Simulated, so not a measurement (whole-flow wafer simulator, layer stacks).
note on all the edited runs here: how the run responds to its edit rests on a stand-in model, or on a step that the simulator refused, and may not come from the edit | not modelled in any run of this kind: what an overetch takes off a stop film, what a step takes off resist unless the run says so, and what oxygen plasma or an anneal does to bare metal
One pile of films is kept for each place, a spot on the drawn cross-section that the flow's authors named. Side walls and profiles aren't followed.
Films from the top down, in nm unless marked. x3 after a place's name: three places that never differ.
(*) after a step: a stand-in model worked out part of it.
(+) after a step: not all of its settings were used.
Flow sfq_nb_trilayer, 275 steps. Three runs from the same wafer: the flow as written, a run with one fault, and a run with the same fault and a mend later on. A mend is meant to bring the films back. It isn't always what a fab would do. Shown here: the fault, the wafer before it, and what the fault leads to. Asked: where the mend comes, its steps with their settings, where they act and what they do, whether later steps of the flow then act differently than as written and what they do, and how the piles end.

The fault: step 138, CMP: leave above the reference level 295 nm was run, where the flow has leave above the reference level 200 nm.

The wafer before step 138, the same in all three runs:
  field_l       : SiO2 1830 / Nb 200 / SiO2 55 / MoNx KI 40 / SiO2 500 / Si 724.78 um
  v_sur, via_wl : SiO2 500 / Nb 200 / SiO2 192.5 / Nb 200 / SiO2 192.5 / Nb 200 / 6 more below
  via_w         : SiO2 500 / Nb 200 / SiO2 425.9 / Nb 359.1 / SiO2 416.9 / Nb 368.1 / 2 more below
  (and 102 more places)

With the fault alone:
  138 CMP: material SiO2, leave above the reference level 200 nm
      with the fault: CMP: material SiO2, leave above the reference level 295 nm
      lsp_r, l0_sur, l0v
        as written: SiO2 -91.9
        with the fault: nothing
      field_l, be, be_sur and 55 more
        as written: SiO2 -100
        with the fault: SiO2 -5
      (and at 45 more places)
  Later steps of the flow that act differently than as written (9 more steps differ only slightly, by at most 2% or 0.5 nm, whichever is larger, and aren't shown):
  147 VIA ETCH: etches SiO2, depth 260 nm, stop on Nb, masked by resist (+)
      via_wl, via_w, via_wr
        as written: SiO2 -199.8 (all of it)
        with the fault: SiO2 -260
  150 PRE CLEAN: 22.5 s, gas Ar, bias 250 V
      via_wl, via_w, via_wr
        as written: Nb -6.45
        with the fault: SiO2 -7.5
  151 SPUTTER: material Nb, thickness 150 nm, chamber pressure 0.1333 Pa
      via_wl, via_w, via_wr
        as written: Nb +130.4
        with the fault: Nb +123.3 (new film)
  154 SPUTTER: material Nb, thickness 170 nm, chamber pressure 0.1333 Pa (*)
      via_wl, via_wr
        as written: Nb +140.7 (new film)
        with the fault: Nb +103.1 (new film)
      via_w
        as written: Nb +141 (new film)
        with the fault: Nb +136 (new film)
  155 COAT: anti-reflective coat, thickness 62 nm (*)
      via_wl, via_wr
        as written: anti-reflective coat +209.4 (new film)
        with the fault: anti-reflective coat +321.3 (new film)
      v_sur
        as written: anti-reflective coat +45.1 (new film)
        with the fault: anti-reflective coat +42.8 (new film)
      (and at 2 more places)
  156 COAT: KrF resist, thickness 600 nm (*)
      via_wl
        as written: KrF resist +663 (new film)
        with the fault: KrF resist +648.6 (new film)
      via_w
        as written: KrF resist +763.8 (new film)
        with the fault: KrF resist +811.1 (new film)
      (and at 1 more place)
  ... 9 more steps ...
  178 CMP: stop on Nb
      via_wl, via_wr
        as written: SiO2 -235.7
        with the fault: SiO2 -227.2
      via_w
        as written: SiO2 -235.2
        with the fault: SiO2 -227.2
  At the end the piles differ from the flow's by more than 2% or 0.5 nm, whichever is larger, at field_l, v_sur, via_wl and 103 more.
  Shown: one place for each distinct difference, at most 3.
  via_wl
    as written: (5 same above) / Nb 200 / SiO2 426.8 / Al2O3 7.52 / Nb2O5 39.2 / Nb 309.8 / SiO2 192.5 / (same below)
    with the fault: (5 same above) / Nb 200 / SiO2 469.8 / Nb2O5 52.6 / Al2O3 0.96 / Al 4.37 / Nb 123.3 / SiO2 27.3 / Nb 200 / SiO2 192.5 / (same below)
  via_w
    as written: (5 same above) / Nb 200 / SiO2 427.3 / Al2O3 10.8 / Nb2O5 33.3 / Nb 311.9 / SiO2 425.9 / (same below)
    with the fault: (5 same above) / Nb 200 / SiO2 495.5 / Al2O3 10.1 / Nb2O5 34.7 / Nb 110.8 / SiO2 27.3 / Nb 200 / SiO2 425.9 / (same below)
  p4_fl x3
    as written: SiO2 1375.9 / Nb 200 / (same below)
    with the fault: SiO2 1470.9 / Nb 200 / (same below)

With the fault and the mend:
  The mend comes after step 145.
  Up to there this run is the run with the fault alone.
  145a STRIP: over-ash 65%, gas O2, power 200 W (*)
      field_l, v_sur, via_sp and 91 more
        KrF resist -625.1 (all of it), anti-reflective coat -62 (all of it)
      via_wl, via_w, via_wr
        anti-reflective coat -62 (all of it)
      moat, field_r, lsp_l
        KrF resist -625 (all of it), anti-reflective coat -62 (all of it)
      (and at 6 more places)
  145b CMP: material SiO2, leave above the reference level 200 nm (the flow's step 138 once more)
      field_l, v_sur, via_wl and 100 more
        SiO2 -95
      lsp_r, l0_sur, l0v
        SiO2 -91.9
  145c COAT: anti-reflective coat, thickness 62 nm (the flow's step 140 once more)
      field_l, v_sur, via_wl and 103 more
        anti-reflective coat +62 (new film)
  145d COAT: KrF resist, thickness 650 nm (the flow's step 141 once more)
      field_l, v_sur, via_wl and 103 more
        KrF resist +650 (new film)
  145e SOFTBAKE: KrF resist (the flow's step 142 once more)
      changes no film at any place that is followed
  145f EXPOSE: photomask I4, dose 11.93 mJ/cm2, NA 0.6, wavelength 248 nm (*) (the flow's step 143 once more)
      changes no film at any place that is followed
  145g PEB: KrF resist, 90 s (the flow's step 144 once more)
      field_l, v_sur, via_wl and 103 more
        KrF resist -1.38
  145h DEVELOP: KrF resist, thickness 650 nm, 60 s (the flow's step 145 once more)
      field_l, v_sur, via_sp and 100 more
        KrF resist -23.5
      via_wl, via_w, via_wr
        KrF resist -648.6 (all of it)
  No later step of the flow acts differently than as written at any place that is followed.
  At the end the piles are the same as the flow's at every place that both follow.
